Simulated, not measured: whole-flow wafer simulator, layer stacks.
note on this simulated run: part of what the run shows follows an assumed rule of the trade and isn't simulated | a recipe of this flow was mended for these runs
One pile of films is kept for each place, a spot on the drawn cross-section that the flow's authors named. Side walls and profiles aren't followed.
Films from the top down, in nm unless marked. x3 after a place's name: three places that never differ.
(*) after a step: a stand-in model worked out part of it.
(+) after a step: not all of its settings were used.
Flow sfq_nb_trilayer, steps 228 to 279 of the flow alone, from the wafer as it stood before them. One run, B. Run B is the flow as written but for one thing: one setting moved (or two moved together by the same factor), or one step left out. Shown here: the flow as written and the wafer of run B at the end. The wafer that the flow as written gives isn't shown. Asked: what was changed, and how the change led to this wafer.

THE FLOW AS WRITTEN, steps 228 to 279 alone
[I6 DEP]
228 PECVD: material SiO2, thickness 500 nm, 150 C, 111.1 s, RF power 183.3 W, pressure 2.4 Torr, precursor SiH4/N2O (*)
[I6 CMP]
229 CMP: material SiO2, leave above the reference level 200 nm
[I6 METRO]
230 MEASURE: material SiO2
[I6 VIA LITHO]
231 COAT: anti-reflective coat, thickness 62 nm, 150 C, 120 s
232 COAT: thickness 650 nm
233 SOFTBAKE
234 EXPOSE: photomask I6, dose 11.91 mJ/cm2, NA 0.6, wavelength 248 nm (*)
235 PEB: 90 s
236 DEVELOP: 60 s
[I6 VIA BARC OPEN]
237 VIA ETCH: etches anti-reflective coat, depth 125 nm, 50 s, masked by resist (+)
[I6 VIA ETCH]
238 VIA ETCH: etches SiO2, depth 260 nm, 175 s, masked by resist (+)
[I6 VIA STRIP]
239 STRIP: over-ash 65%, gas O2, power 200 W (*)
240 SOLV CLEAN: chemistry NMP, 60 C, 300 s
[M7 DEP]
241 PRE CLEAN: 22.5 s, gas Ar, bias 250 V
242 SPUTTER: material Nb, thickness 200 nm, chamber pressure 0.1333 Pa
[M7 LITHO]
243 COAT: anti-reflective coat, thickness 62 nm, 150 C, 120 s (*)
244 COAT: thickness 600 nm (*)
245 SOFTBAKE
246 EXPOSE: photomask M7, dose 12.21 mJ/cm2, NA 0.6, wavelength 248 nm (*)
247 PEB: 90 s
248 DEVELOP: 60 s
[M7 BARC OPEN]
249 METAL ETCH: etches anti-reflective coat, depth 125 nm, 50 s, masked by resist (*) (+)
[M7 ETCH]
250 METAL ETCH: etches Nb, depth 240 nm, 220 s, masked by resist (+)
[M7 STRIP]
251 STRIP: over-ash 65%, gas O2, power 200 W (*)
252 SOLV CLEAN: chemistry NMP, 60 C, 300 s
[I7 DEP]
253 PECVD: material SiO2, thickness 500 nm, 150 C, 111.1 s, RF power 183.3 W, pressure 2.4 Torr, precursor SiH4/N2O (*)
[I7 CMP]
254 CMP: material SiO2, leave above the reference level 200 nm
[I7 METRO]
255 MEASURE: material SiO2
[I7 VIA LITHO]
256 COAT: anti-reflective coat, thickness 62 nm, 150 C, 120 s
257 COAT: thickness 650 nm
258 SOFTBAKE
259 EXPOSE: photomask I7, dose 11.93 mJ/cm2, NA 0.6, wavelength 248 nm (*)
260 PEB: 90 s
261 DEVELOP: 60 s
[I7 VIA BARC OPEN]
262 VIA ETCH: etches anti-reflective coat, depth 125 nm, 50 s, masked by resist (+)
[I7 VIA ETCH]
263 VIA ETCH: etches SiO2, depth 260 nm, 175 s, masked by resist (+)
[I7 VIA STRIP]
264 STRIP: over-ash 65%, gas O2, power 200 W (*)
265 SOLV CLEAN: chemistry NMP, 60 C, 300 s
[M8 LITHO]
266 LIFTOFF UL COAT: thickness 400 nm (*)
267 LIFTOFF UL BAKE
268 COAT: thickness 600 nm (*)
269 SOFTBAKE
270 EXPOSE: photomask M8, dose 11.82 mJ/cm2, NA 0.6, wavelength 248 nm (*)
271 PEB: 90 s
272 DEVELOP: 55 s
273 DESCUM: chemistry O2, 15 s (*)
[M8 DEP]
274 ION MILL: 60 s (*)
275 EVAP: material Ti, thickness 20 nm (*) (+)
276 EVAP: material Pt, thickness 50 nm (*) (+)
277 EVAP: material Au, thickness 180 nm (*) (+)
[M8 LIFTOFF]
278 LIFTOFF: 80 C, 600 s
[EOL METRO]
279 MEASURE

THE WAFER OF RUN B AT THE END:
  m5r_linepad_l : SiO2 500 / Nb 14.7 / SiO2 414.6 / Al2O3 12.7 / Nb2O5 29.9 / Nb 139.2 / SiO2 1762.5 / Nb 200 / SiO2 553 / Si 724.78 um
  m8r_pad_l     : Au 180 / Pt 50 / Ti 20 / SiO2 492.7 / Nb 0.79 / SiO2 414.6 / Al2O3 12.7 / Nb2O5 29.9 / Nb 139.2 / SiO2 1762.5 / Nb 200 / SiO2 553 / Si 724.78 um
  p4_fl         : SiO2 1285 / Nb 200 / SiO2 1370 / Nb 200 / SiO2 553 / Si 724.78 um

The cause: step 228, PECVD: thickness 218.8 nm was run, where the flow has thickness 500 nm; step 228, PECVD: 48.61 s was run, where the flow has 111.1 s.

How the change led to this, step by step:
  228 PECVD: material SiO2, thickness 500 nm, 150 C, 111.1 s, RF power 183.3 W, pressure 2.4 Torr, precursor SiH4/N2O (*)
      field_l, p4_fl, p4_fm and 62 more: SiO2 +218.8 (as written it would be: SiO2 +500)
      v_sur, via_wl, via_w and 21 more: SiO2 +218.8 (new film) (as written it would be: SiO2 +500 (new film))
      (and at 17 more places)
  229 CMP: material SiO2, leave above the reference level 200 nm
      field_l, p4_fl, p4_fm and 59 more: nothing (as written it would be: SiO2 -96)
      moat, field_r, lsp_l, ln_m5, lsp_m: nothing (as written it would be: SiO2 -89.5)
      (and at 39 more places)
  231 COAT: anti-reflective coat, thickness 62 nm, 150 C, 120 s
      be_sur, ln_m6, wl_c_m6: anti-reflective coat +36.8 (new film) (as written it would be: anti-reflective coat +62 (new film))
      p3_l3, p3_l6, wl_e_m5: anti-reflective coat +64.3 (new film) (as written it would be: anti-reflective coat +62 (new film))
      (and at 93 more places)
  232 COAT: thickness 650 nm
      moat, p3_s1: KrF-resist-other-grade +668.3 (new film) (as written it would be: KrF-resist-other-grade +650 (new film))
      wl_j_sl, wl_jj: KrF-resist-other-grade +583.8 (new film) (as written it would be: KrF-resist-other-grade +650 (new film))
      (and at 70 more places)
  236 DEVELOP: 60 s
      via_v: KrF-resist-other-grade -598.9 (all of it) (as written it would be: KrF-resist-other-grade -648.6 (all of it))
  237 VIA ETCH: etches anti-reflective coat, depth 125 nm, 50 s, masked by resist (+)
      via_v: anti-reflective coat -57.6 (all of it), SiO2 -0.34 (as written it would be: anti-reflective coat -62 (all of it), SiO2 -0.31)
  239 STRIP: over-ash 65%, gas O2, power 200 W (*)
      m0r_line_l, m7r_line_l: KrF-resist-other-grade -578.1 (all of it), anti-reflective coat -29.9 (all of it) (as written it would be: KrF-resist-other-grade -510.8 (all of it), anti-reflective coat -62 (all of it))
      m0r_space_l, m7r_space_l: KrF-resist-other-grade -523.6 (all of it), anti-reflective coat -96 (all of it) (as written it would be: KrF-resist-other-grade -510.8 (all of it), anti-reflective coat -62 (all of it))
      (and at 98 more places)
  242 SPUTTER: material Nb, thickness 200 nm, chamber pressure 0.1333 Pa
      lsp_r, l0_sur, l0v: Nb +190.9 (new film) (as written it would be: Nb +200 (new film))
      be: Nb +128.1 (new film) (as written it would be: Nb +200 (new film))
      (and at 4 more places)
  243 COAT: anti-reflective coat, thickness 62 nm, 150 C, 120 s (*)
      m0r_line_l, m0r_line_r, m7r_line_l, m7r_line_r: anti-reflective coat +30 (new film) (as written it would be: anti-reflective coat +62 (new film))
      m0r_space_l, m0r_space_r, m7r_space_l, m7r_space_r: anti-reflective coat +96.4 (new film) (as written it would be: anti-reflective coat +62 (new film))
      (and at 89 more places)
  244 COAT: thickness 600 nm (*)
      m0r_line_l, m0r_line_r, m7r_line_l, m7r_line_r: KrF-resist-other-grade +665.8 (new film) (as written it would be: KrF-resist-other-grade +600 (new film))
      m5r_line_l, m5r_line_r: KrF-resist-other-grade +643.7 (new film) (as written it would be: KrF-resist-other-grade +600 (new film))
      (and at 69 more places)
  247 PEB: 90 s
      be: KrF-resist-other-grade -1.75 (as written it would be: KrF-resist-other-grade -1.22)
  248 DEVELOP: 60 s
      m0r_line_l, m0r_line_r: KrF-resist-other-grade -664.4 (all of it) (as written it would be: KrF-resist-other-grade -598.7 (all of it))
      m5r_line_l, m5r_line_r: KrF-resist-other-grade -642.3 (all of it) (as written it would be: KrF-resist-other-grade -598.7 (all of it))
      (and at 34 more places)
  249 METAL ETCH: etches anti-reflective coat, depth 125 nm, 50 s, masked by resist (*) (+)
      m5r_linepad_l, m5r_linepad_r, r5r_spacepad_l, r5r_spacepad_r, m8r_pad_l, m8r_pad_r: anti-reflective coat -125 (as written it would be: anti-reflective coat -62 (all of it))
      m0r_space_l, m0r_space_r, m7r_space_l, m7r_space_r: anti-reflective coat -96.4 (all of it) (as written it would be: anti-reflective coat -62 (all of it))
      (and at 49 more places)
  250 METAL ETCH: etches Nb, depth 240 nm, 220 s, masked by resist (+)
      m5r_linepad_l, m5r_linepad_r: anti-reflective coat -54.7 (all of it), Nb -185.3 (as written it would be: Nb -200 (all of it), SiO2 -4)
      r5r_spacepad_l, r5r_spacepad_r: anti-reflective coat -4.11 (all of it), Nb -200 (all of it), SiO2 -3.41 (as written it would be: Nb -200 (all of it), SiO2 -4)
      (and at 4 more places)
  251 STRIP: over-ash 65%, gas O2, power 200 W (*)
      m7r_line_l, m7r_line_r: KrF-resist-other-grade -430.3 (all of it), anti-reflective coat -30 (all of it) (as written it would be: KrF-resist-other-grade -364.6 (all of it), anti-reflective coat -62 (all of it))
      v_sur: KrF-resist-other-grade -320.3 (all of it), anti-reflective coat -28.5 (all of it) (as written it would be: KrF-resist-other-grade -360.6 (all of it), anti-reflective coat -64.6 (all of it))
      (and at 38 more places)
  253 PECVD: material SiO2, thickness 500 nm, 150 C, 111.1 s, RF power 183.3 W, pressure 2.4 Torr, precursor SiH4/N2O (*)
      m5r_linepad_l, m5r_linepad_r, m8r_pad_l, m8r_pad_r: SiO2 +500 (new film) (as written it would be: SiO2 +500)
      wl_c_sl, m6r_space_l, m6r_space_r: SiO2 +542.3 (as written it would be: SiO2 +500)
      (and at 4 more places)
  ... 9 more steps ...
  278 LIFTOFF: 80 C, 600 s
      m0r_line_l, m0r_line_r: Au -180 (all of it), Pt -50 (all of it), Ti -20 (all of it), KrF-resist-other-grade -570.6 (all of it), lift-off-underlayer -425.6 (all of it) (as written it would be: Au -180 (all of it), Pt -50 (all of it), Ti -20 (all of it), KrF-resist-other-grade -562.7 (all of it), lift-off-underlayer -400 (all of it))
      m0r_space_l, m0r_space_r: Au -180 (all of it), Pt -50 (all of it), Ti -20 (all of it), KrF-resist-other-grade -564.8 (all of it), lift-off-underlayer -432.9 (all of it) (as written it would be: Au -180 (all of it), Pt -50 (all of it), Ti -20 (all of it), KrF-resist-other-grade -562.7 (all of it), lift-off-underlayer -400 (all of it))
      (and at 56 more places)
Counting metal films that touch as one body, m5r_linepad_l has 3 bodies (between them, from the top down: SiO2 414.6 / Al2O3 12.7 / Nb2O5 29.9; SiO2 1762.5); the flow as written gives 2 bodies (between them, from the top down: SiO2 1762.5).
Counting metal films that touch as one body, m8r_pad_l has 4 bodies (between them, from the top down: SiO2 492.7; SiO2 414.6 / Al2O3 12.7 / Nb2O5 29.9; SiO2 1762.5); the flow as written gives 3 bodies (between them, from the top down: SiO2 992.6 / Al2O3 12.7 / Nb2O5 29.9; SiO2 1762.5).
